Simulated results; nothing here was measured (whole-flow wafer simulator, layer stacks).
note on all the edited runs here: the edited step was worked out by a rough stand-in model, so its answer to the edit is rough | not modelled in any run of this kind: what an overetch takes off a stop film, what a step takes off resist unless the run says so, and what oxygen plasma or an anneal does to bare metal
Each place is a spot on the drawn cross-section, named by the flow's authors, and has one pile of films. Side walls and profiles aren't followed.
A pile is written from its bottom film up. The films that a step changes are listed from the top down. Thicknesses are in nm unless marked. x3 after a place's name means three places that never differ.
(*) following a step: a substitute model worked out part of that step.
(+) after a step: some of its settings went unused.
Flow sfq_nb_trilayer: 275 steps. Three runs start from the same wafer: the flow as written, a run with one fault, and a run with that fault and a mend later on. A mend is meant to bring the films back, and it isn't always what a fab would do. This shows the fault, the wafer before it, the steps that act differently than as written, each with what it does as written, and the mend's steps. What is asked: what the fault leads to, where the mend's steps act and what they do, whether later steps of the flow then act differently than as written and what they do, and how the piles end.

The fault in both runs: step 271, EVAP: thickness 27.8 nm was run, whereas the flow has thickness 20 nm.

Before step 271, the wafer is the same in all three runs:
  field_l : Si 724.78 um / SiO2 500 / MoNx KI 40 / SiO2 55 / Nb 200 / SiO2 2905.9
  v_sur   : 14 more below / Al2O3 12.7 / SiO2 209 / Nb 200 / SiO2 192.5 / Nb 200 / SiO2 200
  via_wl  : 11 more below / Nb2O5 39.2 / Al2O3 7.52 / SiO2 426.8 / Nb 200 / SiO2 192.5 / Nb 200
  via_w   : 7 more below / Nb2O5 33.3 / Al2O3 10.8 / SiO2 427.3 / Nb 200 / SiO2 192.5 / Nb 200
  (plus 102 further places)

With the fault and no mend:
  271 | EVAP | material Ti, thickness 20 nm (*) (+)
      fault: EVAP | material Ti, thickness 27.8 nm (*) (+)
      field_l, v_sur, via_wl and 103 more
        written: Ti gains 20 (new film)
        fault: Ti gains 27.8 (new film)
  Steps further on in the flow that do not act as written:
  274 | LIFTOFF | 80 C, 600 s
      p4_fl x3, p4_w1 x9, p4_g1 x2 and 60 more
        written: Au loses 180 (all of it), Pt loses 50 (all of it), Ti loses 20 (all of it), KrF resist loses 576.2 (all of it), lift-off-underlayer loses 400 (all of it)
        fault: Au loses 180 (all of it), Pt loses 50 (all of it), Ti loses 27.8 (all of it), KrF resist loses 576.2 (all of it), lift-off-underlayer loses 400 (all of it)
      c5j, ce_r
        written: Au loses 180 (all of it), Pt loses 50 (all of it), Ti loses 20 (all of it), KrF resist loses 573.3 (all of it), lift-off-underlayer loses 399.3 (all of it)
        fault: Au loses 180 (all of it), Pt loses 50 (all of it), Ti loses 27.8 (all of it), KrF resist loses 573.3 (all of it), lift-off-underlayer loses 399.3 (all of it)
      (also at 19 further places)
  The piles end different from the flow's at field_l, v_sur, via_wl and 8 more by more than 2% or 0.5 nm, whichever is larger.
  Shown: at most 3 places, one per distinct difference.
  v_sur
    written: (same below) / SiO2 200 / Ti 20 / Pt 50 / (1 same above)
    fault: (same below) / SiO2 200 / Ti 27.8 / Pt 50 / (1 same above)
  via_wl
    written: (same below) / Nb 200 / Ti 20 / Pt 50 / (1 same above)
    fault: (same below) / Nb 200 / Ti 27.8 / Pt 50 / (1 same above)
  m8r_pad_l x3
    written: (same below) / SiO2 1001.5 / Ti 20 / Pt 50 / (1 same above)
    fault: (same below) / SiO2 1001.5 / Ti 27.8 / Pt 50 / (1 same above)

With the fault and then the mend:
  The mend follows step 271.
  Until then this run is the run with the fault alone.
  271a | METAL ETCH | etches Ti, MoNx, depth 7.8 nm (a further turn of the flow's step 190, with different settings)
      field_l, v_sur, via_wl and 103 more
        Ti loses 7.8
  None of the later steps of the flow acts differently than as written at any place that is followed.
  By the end, the piles equal the flow's at every place that both follow.
